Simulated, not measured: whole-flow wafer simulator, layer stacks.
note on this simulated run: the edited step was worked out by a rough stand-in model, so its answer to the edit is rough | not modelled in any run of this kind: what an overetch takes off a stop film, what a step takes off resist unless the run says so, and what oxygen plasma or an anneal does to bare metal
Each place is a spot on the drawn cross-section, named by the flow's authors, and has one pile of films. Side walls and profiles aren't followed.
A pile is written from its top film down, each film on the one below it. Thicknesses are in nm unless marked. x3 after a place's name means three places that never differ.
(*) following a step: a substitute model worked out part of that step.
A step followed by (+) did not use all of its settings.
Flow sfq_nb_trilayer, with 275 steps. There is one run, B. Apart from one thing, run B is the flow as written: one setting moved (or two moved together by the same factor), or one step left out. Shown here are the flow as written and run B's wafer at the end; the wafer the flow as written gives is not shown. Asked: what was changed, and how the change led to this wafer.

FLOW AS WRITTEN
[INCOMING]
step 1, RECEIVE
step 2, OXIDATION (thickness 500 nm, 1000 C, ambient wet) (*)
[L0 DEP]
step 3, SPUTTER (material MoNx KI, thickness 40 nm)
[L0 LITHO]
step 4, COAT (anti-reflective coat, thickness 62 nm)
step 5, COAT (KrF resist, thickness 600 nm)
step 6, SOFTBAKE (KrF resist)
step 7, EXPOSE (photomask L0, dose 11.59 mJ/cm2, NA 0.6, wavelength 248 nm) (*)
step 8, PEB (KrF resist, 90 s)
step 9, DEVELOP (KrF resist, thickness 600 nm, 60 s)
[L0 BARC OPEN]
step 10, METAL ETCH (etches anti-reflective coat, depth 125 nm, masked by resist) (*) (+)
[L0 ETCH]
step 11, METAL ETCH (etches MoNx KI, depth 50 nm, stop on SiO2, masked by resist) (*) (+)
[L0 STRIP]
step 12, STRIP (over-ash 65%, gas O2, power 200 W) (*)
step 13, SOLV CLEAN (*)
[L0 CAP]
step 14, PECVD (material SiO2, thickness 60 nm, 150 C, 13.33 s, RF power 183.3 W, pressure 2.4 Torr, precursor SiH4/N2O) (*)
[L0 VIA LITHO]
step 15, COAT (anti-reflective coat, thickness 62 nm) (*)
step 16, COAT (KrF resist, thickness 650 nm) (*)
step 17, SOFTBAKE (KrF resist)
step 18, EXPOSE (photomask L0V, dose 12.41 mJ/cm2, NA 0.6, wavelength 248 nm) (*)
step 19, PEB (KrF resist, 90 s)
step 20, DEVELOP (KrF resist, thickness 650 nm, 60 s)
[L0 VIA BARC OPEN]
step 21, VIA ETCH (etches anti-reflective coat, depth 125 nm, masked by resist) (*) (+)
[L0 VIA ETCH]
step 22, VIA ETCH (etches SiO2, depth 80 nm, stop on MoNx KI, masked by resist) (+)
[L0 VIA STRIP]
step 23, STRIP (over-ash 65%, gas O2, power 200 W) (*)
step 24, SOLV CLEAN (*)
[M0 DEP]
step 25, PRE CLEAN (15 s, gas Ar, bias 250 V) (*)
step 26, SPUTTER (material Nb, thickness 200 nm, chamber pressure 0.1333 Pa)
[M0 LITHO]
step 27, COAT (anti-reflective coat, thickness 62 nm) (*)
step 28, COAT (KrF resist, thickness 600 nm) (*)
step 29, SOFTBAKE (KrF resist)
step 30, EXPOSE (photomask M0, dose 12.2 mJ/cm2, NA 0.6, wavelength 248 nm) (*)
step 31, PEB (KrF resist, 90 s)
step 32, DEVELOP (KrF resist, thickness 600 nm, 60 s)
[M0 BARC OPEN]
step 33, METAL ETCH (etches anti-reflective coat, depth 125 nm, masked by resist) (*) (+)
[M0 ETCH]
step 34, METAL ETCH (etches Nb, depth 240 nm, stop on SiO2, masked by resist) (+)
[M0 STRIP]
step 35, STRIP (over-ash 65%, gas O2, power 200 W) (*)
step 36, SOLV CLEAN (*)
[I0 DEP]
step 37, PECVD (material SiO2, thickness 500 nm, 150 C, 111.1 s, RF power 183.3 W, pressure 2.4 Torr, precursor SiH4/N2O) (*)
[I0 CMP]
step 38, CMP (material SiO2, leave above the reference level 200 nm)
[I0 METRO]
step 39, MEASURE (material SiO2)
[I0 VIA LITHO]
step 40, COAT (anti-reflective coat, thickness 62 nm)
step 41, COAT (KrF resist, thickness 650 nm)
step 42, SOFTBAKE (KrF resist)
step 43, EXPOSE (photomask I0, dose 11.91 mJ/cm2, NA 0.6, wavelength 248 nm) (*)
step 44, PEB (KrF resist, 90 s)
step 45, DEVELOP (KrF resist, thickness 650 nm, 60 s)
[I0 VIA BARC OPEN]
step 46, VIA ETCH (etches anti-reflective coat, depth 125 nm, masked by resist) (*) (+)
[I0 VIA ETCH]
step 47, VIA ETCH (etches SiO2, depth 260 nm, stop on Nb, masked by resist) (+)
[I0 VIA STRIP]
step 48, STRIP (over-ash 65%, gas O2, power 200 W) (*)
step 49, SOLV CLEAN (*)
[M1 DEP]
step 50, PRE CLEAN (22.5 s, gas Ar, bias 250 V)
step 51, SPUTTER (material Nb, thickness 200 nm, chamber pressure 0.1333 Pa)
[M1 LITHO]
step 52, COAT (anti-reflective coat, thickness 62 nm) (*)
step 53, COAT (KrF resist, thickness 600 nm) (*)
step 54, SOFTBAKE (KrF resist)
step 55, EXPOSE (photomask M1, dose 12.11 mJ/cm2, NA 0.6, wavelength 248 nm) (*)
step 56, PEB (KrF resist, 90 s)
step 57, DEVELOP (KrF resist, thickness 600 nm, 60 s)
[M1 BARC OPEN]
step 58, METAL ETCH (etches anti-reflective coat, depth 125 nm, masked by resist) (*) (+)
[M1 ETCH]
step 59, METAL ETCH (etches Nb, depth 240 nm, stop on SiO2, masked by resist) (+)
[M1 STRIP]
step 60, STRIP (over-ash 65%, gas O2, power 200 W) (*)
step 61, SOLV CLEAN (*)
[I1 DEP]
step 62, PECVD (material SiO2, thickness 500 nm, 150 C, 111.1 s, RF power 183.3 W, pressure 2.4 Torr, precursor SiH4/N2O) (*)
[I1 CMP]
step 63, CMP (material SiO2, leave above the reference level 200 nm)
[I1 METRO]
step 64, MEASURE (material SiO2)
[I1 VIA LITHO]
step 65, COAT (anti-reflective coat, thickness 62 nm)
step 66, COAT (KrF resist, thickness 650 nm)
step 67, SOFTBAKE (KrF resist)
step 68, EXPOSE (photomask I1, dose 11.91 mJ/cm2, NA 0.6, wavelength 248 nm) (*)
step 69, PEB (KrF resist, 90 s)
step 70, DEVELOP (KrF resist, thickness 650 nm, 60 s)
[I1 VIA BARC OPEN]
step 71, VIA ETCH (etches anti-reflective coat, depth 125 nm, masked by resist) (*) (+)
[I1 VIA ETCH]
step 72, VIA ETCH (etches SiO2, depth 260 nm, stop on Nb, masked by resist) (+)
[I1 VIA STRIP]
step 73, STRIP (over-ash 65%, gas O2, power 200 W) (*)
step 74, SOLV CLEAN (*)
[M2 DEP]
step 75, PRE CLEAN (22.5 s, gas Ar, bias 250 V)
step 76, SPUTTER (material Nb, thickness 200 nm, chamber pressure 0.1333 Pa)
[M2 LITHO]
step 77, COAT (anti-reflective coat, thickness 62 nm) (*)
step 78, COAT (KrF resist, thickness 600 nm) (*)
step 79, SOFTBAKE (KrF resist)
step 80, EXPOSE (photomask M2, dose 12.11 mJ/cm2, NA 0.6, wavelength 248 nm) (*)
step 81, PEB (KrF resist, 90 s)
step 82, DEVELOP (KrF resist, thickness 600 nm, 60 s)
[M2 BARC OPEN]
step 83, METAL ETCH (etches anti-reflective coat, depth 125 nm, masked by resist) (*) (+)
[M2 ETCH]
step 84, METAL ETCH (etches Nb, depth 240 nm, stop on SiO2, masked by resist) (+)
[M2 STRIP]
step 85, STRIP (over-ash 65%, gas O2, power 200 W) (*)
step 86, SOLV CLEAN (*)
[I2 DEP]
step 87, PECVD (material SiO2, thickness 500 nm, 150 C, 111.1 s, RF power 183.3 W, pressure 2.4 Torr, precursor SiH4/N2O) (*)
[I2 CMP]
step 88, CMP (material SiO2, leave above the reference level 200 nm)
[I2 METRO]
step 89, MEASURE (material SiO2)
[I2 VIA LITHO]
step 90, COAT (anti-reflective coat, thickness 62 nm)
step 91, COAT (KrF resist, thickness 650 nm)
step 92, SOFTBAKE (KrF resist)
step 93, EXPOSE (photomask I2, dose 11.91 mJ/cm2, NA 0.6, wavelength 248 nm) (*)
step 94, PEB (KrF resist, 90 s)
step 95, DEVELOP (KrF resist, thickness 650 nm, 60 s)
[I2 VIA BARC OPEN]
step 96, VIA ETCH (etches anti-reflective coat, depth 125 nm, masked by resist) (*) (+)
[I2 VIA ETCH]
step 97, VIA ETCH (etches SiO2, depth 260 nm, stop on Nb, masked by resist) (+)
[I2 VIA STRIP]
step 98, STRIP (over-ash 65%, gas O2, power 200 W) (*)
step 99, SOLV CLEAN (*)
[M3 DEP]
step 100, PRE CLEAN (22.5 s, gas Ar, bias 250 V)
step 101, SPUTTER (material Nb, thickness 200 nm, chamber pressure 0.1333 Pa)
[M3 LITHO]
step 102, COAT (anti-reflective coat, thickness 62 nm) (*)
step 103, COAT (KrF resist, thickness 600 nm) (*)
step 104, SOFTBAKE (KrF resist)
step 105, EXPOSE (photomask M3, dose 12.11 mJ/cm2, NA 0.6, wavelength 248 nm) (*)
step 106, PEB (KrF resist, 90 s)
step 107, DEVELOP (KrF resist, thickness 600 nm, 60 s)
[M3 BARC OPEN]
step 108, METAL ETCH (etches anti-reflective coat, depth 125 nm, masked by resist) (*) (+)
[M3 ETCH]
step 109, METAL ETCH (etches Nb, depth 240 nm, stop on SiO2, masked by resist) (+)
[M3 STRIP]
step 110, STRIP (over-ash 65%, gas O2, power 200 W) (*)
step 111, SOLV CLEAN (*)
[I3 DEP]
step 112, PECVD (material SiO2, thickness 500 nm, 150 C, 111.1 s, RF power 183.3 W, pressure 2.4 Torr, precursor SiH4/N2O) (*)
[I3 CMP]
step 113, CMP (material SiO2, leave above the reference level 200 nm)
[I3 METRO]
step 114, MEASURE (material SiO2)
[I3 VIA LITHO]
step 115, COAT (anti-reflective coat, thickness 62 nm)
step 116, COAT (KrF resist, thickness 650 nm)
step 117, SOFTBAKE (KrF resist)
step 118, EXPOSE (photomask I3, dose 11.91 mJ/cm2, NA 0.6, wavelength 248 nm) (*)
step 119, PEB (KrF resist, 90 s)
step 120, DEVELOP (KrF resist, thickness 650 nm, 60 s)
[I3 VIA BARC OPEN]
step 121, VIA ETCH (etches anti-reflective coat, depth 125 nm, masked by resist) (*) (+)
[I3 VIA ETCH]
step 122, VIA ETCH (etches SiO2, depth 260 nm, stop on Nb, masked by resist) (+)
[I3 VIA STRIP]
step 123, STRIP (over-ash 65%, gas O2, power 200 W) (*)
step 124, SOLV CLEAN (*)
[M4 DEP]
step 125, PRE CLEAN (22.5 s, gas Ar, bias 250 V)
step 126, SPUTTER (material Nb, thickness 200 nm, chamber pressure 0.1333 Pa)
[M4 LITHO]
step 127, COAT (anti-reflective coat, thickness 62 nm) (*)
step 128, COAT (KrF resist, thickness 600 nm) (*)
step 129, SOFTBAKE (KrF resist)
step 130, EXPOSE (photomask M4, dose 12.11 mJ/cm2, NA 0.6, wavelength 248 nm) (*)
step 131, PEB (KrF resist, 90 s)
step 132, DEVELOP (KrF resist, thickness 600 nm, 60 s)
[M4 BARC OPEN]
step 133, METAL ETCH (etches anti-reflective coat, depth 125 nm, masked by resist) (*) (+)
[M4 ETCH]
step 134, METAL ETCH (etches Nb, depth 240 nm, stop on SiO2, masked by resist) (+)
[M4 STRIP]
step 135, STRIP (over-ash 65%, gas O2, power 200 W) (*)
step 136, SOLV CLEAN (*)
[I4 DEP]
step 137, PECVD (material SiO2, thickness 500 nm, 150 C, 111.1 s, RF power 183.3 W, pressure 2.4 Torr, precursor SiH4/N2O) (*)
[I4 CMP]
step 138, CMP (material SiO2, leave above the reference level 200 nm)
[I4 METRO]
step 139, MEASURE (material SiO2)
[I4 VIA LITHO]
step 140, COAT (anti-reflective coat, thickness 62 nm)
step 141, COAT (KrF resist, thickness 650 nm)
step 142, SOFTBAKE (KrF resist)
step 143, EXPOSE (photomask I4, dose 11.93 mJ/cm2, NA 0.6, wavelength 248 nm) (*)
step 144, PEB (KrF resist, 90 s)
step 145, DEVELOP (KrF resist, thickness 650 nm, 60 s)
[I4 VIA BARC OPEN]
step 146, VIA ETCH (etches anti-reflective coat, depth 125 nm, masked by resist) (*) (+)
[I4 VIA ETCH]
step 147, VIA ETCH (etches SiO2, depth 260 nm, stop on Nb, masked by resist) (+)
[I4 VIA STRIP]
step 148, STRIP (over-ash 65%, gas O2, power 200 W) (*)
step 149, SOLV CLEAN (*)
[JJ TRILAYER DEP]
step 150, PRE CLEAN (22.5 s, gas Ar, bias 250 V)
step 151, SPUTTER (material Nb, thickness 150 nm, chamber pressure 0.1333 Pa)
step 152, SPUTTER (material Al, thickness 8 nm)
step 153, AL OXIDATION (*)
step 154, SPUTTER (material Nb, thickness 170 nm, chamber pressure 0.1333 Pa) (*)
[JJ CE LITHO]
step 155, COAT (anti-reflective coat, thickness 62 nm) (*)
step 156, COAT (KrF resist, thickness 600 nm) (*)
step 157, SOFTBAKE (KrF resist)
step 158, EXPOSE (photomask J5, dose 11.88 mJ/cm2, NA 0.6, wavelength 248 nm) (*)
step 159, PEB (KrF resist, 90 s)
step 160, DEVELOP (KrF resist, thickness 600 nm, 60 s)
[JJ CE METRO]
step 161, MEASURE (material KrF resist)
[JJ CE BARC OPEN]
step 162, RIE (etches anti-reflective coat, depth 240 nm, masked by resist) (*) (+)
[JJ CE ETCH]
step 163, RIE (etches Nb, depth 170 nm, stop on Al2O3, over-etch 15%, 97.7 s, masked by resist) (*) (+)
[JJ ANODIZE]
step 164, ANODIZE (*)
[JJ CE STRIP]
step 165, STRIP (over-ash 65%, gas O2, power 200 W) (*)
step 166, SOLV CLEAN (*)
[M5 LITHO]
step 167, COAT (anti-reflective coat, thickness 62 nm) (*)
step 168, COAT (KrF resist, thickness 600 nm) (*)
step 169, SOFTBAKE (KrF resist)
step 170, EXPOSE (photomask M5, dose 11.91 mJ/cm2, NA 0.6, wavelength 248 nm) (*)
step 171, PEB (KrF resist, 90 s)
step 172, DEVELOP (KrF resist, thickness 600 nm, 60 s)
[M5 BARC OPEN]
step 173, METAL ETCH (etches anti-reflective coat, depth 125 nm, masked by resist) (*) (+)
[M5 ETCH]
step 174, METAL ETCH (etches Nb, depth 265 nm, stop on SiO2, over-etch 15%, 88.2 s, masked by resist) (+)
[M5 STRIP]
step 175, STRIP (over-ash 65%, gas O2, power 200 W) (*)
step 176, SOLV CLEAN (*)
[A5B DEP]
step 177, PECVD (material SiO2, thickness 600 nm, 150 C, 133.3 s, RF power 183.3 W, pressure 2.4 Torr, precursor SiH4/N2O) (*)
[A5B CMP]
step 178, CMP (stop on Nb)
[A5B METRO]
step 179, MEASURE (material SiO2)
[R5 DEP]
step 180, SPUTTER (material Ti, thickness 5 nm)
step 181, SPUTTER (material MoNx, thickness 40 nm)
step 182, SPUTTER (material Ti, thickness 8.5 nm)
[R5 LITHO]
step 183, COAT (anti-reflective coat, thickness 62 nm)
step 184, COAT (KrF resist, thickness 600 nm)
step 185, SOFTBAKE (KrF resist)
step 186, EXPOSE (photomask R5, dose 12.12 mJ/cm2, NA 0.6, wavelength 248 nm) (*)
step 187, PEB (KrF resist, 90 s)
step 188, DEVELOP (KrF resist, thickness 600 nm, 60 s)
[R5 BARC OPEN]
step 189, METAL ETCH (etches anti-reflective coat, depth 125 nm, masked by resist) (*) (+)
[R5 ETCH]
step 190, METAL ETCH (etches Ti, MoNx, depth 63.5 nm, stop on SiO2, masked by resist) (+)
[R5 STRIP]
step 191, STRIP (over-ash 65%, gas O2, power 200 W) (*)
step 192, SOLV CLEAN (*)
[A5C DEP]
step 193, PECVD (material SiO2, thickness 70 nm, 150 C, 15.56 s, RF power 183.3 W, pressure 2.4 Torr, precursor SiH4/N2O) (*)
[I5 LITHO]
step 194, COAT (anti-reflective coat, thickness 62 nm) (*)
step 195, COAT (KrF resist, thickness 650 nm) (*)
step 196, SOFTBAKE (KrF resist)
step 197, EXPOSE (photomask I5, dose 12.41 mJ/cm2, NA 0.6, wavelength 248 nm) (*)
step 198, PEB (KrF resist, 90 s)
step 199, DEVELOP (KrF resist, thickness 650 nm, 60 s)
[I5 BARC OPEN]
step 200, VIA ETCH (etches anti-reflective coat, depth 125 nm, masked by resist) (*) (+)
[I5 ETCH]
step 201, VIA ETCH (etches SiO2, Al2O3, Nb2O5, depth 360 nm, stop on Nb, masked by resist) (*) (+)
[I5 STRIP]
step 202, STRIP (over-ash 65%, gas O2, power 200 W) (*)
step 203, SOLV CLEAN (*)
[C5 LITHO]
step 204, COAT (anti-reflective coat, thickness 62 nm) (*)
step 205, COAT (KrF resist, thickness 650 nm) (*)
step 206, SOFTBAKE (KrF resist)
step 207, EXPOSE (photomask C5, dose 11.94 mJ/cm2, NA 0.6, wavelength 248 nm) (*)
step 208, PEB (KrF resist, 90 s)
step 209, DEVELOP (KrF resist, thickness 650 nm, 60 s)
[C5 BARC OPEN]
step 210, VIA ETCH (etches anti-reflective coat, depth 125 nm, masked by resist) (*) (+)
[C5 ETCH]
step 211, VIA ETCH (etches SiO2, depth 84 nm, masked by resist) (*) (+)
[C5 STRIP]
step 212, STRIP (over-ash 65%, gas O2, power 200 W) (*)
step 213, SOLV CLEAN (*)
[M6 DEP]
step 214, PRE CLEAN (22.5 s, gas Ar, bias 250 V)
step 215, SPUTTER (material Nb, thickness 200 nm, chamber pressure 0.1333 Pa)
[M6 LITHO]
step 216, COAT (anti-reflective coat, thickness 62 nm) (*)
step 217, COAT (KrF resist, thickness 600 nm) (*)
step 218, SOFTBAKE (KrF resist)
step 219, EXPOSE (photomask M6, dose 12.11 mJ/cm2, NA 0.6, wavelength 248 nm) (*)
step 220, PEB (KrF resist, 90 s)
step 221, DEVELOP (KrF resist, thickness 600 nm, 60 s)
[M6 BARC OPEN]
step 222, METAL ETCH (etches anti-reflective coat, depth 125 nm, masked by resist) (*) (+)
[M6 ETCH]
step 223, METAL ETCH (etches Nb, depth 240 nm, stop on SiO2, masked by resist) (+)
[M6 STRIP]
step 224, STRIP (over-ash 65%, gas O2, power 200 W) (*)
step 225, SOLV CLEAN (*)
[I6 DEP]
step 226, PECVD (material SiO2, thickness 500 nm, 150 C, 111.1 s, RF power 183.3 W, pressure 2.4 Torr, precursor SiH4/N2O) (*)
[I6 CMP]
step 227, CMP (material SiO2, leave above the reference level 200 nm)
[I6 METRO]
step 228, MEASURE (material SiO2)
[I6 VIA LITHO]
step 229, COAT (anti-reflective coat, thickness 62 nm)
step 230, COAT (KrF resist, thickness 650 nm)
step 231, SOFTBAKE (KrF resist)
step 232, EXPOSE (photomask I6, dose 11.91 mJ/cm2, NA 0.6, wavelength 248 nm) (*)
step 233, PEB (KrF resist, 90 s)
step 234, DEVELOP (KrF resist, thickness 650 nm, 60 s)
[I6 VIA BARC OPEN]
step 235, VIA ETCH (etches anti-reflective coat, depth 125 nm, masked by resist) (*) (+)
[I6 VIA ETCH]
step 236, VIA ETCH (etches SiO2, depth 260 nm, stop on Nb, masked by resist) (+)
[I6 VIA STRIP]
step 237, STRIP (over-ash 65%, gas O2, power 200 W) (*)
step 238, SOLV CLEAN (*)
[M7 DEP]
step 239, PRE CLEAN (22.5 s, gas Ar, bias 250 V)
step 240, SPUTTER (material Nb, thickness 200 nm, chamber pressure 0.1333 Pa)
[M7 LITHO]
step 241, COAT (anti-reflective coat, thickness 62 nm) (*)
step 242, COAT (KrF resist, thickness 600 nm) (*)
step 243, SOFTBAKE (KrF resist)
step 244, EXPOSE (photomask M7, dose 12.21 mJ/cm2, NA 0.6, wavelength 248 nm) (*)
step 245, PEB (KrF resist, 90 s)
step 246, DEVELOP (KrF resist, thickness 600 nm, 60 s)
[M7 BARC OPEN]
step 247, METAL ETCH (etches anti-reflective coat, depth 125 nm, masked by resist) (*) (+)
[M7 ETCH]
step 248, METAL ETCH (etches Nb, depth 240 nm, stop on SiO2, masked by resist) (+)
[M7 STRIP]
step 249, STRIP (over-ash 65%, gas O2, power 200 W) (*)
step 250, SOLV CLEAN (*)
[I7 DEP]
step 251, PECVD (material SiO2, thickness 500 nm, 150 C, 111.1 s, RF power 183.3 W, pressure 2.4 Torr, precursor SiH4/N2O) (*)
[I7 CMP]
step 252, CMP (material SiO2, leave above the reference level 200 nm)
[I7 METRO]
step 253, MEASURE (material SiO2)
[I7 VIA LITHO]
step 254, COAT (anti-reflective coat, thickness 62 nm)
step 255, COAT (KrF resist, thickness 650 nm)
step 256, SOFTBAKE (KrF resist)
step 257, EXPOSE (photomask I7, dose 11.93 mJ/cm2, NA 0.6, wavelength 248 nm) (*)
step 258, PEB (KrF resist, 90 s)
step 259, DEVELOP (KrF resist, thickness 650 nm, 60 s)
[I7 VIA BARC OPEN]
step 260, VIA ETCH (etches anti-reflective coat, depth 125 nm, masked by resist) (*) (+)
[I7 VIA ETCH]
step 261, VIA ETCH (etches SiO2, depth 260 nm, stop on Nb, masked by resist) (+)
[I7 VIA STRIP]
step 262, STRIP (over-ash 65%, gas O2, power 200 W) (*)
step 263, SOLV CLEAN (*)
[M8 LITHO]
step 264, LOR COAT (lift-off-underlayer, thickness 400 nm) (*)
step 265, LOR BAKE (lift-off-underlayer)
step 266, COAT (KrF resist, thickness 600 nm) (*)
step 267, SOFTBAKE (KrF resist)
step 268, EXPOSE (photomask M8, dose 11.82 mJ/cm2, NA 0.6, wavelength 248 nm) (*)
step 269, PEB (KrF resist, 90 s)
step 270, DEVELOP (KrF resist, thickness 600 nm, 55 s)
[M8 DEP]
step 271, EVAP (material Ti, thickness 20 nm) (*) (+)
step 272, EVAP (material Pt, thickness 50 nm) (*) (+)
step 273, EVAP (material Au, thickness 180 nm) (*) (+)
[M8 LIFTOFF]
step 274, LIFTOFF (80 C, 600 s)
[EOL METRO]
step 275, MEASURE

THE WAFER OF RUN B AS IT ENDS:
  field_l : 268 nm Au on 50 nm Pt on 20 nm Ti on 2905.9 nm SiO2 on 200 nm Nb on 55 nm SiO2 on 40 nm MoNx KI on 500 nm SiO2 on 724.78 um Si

Cause: step 273, EVAP: thickness 268 nm was run, whereas the flow has thickness 180 nm.
The wafer itself shows it: field_l has Au 268, and step 273 as written asks for 180 nm.

How this came from the change, step by step:
  step 273, EVAP (material Au, thickness 180 nm) (*) (+)
      field_l, v_sur, via_wl and 103 more: Au gains 268 (new film) (it would be, as written: Au gains 180 (new film))
  step 274, LIFTOFF (80 C, 600 s)
      p4_fl, p4_fm, p4_w1 and 71 more: Au loses 268 (all of it), Pt loses 50 (all of it), Ti loses 20 (all of it), KrF resist loses 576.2 (all of it), lift-off-underlayer loses 400 (all of it) (it would be, as written: Au loses 180 (all of it), Pt loses 50 (all of it), Ti loses 20 (all of it), KrF resist loses 576.2 (all of it), lift-off-underlayer loses 400 (all of it))
      c5j, ce_r: Au loses 268 (all of it), Pt loses 50 (all of it), Ti loses 20 (all of it), KrF resist loses 573.3 (all of it), lift-off-underlayer loses 399.3 (all of it) (it would be, as written: Au loses 180 (all of it), Pt loses 50 (all of it), Ti loses 20 (all of it), KrF resist loses 573.3 (all of it), lift-off-underlayer loses 399.3 (all of it))
      (also at 19 further places)
